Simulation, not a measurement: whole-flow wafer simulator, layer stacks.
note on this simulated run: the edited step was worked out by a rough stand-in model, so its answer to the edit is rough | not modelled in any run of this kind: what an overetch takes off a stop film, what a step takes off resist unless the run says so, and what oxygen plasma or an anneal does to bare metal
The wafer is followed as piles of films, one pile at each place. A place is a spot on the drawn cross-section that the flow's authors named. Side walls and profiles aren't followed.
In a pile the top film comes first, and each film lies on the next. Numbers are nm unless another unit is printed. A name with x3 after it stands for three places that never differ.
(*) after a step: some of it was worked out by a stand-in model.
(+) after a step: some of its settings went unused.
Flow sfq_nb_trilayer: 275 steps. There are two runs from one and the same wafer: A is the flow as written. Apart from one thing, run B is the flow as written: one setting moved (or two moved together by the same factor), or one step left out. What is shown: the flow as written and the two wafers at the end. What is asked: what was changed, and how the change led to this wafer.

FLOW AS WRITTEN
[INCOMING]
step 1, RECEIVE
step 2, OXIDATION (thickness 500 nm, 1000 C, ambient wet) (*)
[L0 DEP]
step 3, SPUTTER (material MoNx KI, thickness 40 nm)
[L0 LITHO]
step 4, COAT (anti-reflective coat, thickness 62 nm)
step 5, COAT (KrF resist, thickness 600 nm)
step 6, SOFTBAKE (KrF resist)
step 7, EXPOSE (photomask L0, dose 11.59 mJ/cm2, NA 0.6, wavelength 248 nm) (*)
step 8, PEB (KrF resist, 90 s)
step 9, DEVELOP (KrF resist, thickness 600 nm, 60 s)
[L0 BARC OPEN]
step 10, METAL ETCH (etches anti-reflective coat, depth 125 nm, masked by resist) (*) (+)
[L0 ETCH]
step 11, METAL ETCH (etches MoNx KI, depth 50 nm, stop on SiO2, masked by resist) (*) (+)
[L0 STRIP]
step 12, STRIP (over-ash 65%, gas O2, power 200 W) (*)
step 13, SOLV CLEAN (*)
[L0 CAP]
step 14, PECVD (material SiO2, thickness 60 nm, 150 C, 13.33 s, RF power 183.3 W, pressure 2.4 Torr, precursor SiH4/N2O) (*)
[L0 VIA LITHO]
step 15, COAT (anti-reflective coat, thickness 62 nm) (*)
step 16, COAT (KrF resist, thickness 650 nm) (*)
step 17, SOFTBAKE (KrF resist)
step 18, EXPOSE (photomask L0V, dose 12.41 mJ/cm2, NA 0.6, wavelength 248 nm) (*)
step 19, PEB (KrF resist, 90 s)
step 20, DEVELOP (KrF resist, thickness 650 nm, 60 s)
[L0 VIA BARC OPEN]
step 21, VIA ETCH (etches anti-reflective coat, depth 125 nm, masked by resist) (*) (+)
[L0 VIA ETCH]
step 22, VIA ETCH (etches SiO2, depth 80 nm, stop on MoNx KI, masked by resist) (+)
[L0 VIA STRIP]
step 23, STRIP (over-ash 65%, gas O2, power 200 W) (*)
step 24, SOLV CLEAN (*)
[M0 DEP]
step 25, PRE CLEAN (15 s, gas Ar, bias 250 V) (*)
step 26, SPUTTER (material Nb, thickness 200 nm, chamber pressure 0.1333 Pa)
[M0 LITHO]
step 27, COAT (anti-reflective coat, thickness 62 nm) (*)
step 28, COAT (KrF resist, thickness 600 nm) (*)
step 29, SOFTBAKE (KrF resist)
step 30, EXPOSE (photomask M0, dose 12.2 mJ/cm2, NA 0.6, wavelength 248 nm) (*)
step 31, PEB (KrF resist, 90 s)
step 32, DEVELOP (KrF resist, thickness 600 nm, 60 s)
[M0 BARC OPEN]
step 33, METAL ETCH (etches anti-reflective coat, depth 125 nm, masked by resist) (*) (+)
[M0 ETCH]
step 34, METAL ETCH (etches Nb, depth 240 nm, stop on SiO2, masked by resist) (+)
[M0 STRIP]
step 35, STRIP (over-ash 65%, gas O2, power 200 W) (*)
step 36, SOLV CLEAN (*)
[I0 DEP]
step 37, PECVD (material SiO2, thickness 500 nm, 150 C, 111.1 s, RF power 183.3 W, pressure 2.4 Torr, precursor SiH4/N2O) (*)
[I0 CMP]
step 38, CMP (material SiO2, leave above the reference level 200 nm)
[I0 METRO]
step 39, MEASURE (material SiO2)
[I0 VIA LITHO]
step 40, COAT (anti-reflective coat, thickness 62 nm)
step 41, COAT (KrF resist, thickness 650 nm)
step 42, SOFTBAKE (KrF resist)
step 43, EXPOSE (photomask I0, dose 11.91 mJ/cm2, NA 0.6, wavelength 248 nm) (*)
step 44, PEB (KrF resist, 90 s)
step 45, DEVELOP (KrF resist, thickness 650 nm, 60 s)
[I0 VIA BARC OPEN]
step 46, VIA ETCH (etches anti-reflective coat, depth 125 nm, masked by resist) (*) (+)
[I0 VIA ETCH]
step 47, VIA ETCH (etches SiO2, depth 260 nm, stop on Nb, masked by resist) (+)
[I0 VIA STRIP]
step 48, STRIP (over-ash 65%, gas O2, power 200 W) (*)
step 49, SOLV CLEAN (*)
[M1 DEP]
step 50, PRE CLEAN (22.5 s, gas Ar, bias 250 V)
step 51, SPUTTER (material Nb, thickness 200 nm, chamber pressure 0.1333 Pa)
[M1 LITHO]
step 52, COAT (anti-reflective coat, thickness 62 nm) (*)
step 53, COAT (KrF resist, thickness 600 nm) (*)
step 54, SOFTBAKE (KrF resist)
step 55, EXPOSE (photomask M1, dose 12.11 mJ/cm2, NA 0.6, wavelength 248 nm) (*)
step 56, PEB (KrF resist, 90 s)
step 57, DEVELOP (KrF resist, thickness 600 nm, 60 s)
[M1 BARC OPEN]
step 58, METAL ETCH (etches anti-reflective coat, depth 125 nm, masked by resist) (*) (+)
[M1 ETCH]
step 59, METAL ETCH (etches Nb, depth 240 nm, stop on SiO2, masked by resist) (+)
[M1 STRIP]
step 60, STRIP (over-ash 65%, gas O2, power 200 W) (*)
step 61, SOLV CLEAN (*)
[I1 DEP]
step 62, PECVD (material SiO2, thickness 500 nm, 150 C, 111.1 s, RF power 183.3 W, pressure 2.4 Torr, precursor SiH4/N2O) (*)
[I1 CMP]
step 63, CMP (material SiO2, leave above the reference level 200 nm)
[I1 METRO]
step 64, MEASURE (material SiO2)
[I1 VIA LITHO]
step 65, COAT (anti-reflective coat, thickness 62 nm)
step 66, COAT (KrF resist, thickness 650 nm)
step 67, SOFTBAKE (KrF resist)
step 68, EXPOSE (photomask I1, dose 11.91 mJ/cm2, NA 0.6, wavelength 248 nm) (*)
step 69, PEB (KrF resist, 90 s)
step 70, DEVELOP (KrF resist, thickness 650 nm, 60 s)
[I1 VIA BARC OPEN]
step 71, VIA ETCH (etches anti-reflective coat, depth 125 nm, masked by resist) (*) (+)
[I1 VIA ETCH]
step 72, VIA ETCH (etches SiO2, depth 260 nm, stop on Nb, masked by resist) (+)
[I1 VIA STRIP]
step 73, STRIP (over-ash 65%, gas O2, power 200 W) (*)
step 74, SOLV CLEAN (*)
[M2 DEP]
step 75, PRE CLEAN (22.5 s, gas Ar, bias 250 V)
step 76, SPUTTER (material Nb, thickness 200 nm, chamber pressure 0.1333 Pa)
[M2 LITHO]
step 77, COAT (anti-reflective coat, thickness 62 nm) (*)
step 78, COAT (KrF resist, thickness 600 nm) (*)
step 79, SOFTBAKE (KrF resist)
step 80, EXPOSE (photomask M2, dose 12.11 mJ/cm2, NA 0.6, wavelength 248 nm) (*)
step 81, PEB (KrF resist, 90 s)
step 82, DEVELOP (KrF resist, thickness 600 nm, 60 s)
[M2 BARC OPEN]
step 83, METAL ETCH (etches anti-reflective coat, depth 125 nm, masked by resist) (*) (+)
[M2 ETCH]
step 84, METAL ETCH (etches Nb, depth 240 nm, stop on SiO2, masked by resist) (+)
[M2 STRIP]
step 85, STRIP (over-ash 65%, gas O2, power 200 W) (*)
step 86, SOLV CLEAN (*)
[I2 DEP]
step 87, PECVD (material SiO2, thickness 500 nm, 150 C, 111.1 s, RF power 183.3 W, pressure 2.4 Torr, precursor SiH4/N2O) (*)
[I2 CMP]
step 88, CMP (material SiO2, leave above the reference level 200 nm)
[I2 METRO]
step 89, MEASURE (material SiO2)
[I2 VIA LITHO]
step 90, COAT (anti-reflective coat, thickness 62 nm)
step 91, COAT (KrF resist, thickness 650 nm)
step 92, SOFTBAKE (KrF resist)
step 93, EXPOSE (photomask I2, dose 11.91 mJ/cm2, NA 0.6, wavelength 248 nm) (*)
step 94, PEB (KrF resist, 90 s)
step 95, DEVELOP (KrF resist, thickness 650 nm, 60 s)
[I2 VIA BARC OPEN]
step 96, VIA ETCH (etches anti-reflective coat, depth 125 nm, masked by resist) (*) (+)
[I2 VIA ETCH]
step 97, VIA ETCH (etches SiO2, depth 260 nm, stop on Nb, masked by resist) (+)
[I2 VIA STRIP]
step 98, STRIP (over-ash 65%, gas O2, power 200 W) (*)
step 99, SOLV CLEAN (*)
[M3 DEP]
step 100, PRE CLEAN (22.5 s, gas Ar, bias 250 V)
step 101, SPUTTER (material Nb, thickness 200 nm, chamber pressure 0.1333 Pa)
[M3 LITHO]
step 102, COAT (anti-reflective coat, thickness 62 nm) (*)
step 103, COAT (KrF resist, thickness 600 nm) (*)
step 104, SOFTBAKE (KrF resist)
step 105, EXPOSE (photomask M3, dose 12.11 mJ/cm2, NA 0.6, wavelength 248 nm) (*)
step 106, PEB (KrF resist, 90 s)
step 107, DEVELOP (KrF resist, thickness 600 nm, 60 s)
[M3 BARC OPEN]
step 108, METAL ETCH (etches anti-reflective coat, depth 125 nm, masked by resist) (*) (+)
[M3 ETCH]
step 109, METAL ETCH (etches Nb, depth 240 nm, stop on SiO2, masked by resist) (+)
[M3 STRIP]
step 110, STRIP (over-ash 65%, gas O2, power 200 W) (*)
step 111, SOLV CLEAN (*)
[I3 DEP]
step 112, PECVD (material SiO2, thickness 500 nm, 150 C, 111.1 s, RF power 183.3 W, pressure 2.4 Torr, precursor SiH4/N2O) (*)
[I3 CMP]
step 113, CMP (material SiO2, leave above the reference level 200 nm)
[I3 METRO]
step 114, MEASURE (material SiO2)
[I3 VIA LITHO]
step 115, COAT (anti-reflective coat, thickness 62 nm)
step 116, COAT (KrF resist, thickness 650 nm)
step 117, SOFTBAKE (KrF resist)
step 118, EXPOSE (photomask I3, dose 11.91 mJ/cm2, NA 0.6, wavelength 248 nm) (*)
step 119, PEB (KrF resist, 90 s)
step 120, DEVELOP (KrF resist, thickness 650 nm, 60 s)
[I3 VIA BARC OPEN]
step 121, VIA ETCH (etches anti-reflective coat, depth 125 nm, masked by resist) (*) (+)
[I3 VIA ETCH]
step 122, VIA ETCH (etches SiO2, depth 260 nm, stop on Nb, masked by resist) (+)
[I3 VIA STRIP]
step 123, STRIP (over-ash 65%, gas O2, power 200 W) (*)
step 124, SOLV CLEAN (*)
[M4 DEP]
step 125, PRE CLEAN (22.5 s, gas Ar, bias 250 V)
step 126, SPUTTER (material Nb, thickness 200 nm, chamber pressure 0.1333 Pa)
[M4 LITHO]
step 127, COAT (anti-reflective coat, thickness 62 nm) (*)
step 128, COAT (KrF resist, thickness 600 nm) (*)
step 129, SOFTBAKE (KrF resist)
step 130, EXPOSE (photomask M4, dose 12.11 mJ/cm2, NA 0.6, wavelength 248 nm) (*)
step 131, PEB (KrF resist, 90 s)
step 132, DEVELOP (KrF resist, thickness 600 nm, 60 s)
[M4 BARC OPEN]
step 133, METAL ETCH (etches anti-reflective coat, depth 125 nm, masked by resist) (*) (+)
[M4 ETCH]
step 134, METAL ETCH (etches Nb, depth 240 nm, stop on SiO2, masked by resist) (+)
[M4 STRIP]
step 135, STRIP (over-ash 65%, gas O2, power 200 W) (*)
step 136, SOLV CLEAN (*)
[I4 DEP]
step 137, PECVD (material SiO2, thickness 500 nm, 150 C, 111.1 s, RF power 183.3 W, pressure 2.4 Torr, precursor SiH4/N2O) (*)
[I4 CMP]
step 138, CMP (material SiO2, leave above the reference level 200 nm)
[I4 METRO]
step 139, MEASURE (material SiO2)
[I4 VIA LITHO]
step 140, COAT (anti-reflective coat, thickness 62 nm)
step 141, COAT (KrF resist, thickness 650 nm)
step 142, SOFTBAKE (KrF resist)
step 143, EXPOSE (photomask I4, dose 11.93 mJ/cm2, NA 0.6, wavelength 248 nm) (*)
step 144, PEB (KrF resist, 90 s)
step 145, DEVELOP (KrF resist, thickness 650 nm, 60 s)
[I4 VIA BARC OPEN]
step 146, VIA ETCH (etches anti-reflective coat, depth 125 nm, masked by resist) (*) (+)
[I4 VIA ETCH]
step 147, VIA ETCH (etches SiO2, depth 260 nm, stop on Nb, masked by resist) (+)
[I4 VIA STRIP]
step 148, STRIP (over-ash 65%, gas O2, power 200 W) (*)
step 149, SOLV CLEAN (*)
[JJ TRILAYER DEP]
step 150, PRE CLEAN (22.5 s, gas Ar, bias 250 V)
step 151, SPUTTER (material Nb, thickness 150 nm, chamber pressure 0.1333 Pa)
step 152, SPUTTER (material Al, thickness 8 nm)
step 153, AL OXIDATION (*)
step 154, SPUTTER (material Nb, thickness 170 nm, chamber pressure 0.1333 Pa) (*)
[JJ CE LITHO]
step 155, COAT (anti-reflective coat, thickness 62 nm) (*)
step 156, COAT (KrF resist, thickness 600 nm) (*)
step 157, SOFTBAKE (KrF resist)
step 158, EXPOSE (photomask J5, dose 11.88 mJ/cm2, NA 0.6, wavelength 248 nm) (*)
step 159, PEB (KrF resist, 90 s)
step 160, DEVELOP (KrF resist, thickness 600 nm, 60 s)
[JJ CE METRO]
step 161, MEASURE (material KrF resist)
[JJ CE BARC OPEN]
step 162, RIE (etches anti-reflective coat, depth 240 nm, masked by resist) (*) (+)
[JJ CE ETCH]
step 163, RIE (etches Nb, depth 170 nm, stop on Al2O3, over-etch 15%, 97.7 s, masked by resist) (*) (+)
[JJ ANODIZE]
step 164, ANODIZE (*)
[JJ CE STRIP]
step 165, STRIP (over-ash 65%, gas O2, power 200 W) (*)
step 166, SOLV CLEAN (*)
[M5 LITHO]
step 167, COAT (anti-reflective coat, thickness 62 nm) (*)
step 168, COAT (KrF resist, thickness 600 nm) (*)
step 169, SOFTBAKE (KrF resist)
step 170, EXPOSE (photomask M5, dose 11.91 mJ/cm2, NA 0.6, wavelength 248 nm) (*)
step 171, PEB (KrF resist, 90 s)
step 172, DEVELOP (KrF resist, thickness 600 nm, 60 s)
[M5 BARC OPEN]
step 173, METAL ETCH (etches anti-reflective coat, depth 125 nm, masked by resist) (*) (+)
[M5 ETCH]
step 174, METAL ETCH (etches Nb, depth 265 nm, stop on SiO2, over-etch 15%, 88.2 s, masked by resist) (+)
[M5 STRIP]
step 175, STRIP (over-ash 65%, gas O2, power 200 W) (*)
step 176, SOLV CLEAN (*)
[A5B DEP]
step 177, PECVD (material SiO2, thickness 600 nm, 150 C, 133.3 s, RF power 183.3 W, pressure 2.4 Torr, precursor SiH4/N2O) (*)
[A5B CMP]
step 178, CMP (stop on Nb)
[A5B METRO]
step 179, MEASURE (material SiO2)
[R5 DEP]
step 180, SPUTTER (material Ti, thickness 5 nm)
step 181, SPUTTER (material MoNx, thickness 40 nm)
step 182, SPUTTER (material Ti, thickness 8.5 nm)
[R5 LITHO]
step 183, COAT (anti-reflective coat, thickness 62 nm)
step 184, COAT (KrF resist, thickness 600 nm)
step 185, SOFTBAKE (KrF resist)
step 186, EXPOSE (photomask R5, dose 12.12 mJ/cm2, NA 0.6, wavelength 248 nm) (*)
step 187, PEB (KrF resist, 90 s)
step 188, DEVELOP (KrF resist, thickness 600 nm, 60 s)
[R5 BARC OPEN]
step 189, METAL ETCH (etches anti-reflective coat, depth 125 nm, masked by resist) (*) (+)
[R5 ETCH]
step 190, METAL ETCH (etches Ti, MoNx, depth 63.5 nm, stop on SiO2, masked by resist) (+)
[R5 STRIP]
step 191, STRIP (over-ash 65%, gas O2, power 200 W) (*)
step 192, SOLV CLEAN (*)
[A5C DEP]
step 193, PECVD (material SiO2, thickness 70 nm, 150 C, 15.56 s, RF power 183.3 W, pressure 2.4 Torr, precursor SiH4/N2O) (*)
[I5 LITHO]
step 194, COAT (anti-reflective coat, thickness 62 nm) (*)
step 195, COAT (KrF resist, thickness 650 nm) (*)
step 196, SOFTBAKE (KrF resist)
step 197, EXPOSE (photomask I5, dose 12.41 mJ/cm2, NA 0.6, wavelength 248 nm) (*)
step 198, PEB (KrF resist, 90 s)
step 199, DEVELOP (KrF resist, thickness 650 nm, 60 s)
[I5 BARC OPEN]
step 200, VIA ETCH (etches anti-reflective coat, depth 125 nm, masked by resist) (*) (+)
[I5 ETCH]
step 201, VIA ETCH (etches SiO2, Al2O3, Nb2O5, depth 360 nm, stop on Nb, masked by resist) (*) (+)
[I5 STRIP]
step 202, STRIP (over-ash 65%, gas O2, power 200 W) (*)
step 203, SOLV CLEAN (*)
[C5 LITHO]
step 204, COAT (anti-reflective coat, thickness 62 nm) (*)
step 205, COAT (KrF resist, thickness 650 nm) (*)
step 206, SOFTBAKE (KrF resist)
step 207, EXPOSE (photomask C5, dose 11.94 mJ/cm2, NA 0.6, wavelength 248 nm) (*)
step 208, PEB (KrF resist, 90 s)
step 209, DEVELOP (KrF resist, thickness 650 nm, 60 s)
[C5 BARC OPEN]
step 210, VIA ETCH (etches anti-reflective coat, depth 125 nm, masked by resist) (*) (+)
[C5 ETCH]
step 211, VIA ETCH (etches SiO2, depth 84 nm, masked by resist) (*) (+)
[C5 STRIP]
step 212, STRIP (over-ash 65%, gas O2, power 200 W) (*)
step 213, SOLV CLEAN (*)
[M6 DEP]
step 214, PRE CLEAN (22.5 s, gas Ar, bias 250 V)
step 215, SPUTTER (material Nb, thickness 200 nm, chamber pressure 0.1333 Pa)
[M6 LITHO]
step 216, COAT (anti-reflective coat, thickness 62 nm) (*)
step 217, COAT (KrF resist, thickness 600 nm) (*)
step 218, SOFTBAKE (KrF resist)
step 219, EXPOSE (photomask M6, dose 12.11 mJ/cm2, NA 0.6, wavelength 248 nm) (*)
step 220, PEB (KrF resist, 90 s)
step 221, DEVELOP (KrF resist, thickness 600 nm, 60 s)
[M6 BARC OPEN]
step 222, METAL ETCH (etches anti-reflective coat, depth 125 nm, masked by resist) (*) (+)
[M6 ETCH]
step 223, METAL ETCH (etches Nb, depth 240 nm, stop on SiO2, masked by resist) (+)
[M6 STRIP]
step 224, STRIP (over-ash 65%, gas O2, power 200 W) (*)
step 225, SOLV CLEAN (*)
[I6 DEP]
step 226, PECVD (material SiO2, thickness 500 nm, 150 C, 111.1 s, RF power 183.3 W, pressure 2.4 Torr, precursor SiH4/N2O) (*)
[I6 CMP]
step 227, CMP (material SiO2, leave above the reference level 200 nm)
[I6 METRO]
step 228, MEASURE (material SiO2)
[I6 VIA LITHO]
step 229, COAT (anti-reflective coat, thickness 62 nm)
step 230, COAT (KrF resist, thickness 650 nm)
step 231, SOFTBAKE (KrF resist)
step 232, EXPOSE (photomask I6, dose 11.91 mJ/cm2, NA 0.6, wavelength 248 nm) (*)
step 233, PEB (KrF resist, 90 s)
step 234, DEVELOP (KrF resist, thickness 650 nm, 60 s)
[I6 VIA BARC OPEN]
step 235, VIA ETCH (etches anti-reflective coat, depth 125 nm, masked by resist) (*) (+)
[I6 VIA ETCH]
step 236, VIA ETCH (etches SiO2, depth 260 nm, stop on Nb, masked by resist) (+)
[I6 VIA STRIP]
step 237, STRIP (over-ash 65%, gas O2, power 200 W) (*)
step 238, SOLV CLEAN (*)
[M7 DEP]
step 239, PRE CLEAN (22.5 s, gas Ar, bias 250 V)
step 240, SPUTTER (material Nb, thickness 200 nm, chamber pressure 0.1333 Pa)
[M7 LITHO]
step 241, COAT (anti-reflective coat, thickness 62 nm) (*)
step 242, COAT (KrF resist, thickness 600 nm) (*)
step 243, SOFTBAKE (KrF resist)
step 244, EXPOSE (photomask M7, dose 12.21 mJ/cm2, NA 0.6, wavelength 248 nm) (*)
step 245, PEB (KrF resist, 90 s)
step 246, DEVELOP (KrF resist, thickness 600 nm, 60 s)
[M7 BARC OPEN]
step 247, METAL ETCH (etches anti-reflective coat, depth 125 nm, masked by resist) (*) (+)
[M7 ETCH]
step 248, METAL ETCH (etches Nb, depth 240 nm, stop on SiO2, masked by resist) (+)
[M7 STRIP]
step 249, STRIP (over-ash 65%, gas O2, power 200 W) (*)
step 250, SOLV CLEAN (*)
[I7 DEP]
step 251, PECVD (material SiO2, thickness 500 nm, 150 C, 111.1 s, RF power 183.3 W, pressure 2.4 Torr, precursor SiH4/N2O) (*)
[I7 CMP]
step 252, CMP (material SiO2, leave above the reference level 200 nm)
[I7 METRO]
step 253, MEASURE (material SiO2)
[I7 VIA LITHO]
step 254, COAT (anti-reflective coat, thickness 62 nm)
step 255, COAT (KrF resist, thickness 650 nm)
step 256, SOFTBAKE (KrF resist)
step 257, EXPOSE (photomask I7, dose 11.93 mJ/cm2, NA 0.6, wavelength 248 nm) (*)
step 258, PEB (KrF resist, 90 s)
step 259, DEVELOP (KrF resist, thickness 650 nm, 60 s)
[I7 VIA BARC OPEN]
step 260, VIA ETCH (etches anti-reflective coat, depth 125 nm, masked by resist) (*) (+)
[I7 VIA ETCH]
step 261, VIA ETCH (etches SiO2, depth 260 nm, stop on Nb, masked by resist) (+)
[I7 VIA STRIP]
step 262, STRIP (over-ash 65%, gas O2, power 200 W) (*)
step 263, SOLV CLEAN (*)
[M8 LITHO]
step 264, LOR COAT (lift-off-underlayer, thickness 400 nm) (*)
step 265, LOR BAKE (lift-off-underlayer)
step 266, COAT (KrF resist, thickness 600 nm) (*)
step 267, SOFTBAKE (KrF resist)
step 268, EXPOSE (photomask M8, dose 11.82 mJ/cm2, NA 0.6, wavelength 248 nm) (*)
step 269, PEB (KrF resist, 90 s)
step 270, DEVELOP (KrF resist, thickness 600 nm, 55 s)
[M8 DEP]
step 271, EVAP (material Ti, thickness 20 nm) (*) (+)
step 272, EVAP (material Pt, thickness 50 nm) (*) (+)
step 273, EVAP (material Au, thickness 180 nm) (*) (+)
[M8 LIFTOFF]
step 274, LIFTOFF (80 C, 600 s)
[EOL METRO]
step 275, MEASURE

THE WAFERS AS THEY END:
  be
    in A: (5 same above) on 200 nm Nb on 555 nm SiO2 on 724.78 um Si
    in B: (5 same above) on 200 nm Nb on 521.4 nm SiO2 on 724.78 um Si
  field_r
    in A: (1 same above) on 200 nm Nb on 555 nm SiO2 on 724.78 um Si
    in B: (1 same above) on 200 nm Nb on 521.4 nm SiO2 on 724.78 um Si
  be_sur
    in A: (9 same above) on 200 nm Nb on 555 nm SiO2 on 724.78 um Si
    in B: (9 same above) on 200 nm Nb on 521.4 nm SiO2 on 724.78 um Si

What caused this: step 14, PECVD: thickness 26.4 nm was run, while the flow as written has thickness 60 nm; step 14, PECVD: 5.867 s was run, where the flow has 13.33 s.

Step by step, how the change led to this:
  step 14, PECVD (material SiO2, thickness 60 nm, 150 C, 13.33 s, RF power 183.3 W, pressure 2.4 Torr, precursor SiH4/N2O) (*)
      v_sur, via_wl, via_w and 97 more: A SiO2 gains 60 | B SiO2 gains 26.4
      field_l, l0_sur, l0v, l0r_line_l, l0r_line_c, l0r_line_r: A SiO2 gains 60 (new film) | B SiO2 gains 26.4 (new film)
  step 22, VIA ETCH (etches SiO2, depth 80 nm, stop on MoNx KI, masked by resist) (+)
      field_l, v_sur, via_wl and 102 more: A KrF resist loses 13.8 | B KrF resist loses 6.79
      l0v: A SiO2 loses 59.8 (all of it) | B SiO2 loses 26.2 (all of it)
  step 26, SPUTTER (material Nb, thickness 200 nm, chamber pressure 0.1333 Pa)
      l0v: A Nb gains 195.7 (new film) | B Nb gains 200 (new film)
  step 27, COAT (anti-reflective coat, thickness 62 nm) (*)
      l0_sur: A anti-reflective coat gains 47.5 (new film) | B anti-reflective coat gains 51.1 (new film)
      l0v: A anti-reflective coat gains 78 (new film) | B anti-reflective coat gains 67.7 (new film)
  step 28, COAT (KrF resist, thickness 600 nm) (*)
      l0v: A KrF resist gains 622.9 (new film) | B KrF resist gains 602.9 (new film)
  step 35, STRIP (over-ash 65%, gas O2, power 200 W) (*)
      l0_sur: A KrF resist loses 372 (all of it), anti-reflective coat loses 47.5 (all of it) | B KrF resist loses 373.9 (all of it), anti-reflective coat loses 51.1 (all of it)
      l0v: A KrF resist loses 405.3 (all of it), anti-reflective coat loses 78 (all of it) | B KrF resist loses 385.3 (all of it), anti-reflective coat loses 67.7 (all of it)
  step 38, CMP (material SiO2, leave above the reference level 200 nm)
      l0v: A SiO2 loses 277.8 | B SiO2 loses 315.7
